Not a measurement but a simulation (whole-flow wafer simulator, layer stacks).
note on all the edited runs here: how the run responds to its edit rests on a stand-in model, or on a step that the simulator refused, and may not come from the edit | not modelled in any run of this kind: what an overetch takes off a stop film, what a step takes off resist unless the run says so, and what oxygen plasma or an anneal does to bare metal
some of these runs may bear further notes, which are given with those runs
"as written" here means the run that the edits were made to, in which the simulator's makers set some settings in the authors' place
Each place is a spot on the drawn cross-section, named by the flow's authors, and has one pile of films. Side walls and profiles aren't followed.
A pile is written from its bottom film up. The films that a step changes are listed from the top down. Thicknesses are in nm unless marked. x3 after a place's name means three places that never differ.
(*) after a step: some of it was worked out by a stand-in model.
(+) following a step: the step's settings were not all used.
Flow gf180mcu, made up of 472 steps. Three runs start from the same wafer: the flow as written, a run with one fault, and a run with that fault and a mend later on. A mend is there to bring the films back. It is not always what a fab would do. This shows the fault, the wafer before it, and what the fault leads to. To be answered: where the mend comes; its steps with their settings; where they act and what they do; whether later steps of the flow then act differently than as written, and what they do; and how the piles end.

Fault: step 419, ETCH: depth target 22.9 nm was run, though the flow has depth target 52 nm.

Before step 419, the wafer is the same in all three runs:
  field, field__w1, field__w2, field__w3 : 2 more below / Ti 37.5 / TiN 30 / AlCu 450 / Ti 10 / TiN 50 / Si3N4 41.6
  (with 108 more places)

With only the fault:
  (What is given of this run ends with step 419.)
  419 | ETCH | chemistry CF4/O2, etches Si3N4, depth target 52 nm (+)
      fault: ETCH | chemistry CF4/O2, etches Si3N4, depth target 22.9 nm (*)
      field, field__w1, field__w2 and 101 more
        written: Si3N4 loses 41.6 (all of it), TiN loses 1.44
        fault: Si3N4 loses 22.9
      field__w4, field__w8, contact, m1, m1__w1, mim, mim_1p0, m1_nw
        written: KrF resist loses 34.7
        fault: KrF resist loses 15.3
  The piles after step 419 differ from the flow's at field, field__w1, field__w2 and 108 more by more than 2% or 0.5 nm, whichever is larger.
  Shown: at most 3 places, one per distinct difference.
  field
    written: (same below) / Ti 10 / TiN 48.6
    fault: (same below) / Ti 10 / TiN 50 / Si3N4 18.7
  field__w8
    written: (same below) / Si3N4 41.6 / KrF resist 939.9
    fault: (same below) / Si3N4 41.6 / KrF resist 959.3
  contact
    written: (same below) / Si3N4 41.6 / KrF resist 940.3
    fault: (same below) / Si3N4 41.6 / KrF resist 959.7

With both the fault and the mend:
  After step 419 comes the mend.
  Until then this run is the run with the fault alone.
  419a | ETCH | chemistry CF4/O2, etches Si3N4, depth target 29.1 nm (*) (+) (the flow's step 419, run once more with other settings)
      field, field__w1, field__w2 and 101 more
        Si3N4 loses 18.7 (all of it), TiN loses 1.3
      field__w4, field__w8, contact, m1, m1__w1, mim, mim_1p0, m1_nw
        KrF resist loses 18.7
  Every later step of the flow that is run acts as written, at every place that is followed, to within 2% or 0.5 nm, whichever is larger.
  The piles end the same as the flow's at every place that both follow.
